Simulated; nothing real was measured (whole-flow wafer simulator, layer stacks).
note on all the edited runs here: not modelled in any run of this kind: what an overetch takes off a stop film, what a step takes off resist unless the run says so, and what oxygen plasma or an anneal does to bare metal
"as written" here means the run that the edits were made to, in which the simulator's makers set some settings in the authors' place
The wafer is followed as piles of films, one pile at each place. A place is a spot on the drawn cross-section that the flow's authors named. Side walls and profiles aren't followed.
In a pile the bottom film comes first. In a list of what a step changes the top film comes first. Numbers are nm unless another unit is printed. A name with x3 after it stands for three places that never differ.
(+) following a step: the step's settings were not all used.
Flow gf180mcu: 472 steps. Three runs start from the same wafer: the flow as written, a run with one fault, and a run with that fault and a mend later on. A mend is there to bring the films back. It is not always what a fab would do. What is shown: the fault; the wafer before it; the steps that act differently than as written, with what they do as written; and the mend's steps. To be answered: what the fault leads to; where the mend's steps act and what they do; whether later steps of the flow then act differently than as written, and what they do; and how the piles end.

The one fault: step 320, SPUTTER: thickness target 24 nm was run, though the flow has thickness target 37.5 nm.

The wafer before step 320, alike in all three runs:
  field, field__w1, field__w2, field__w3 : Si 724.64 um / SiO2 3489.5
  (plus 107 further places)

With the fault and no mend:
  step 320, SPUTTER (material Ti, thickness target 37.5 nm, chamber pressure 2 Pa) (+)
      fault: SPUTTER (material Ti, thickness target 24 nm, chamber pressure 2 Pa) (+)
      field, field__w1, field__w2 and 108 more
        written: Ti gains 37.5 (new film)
        fault: Ti gains 24 (new film)
  Later steps of the flow acting differently than as written:
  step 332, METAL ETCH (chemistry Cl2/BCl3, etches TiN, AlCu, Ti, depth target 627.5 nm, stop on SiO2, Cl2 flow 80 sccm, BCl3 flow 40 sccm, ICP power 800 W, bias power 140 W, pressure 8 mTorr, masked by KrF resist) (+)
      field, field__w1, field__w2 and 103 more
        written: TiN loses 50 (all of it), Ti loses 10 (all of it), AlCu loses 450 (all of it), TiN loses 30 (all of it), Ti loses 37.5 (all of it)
        fault: TiN loses 50 (all of it), Ti loses 10 (all of it), AlCu loses 450 (all of it), TiN loses 30 (all of it), Ti loses 24 (all of it)
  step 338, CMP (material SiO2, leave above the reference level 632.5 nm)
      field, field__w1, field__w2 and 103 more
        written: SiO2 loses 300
        fault: SiO2 loses 313.5
  By the end, the piles at field__w8, contact, m1, m1__w1, m1_nw depart from the flow's by more than 2% or 0.5 nm, whichever is larger.
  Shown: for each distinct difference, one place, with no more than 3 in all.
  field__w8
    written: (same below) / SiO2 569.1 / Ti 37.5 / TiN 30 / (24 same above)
    fault: (same below) / SiO2 569.1 / Ti 24 / TiN 30 / (24 same above)
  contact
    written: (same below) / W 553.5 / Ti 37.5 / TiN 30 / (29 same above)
    fault: (same below) / W 553.5 / Ti 24 / TiN 30 / (29 same above)

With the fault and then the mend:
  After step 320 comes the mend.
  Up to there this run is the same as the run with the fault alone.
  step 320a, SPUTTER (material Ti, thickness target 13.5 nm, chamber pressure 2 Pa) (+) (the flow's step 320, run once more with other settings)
      field, field__w1, field__w2 and 108 more
        Ti gains 13.5
  Every later step of the flow that is run acts as written at every place that is followed.
  The piles end the same as the flow's at every place that both follow.
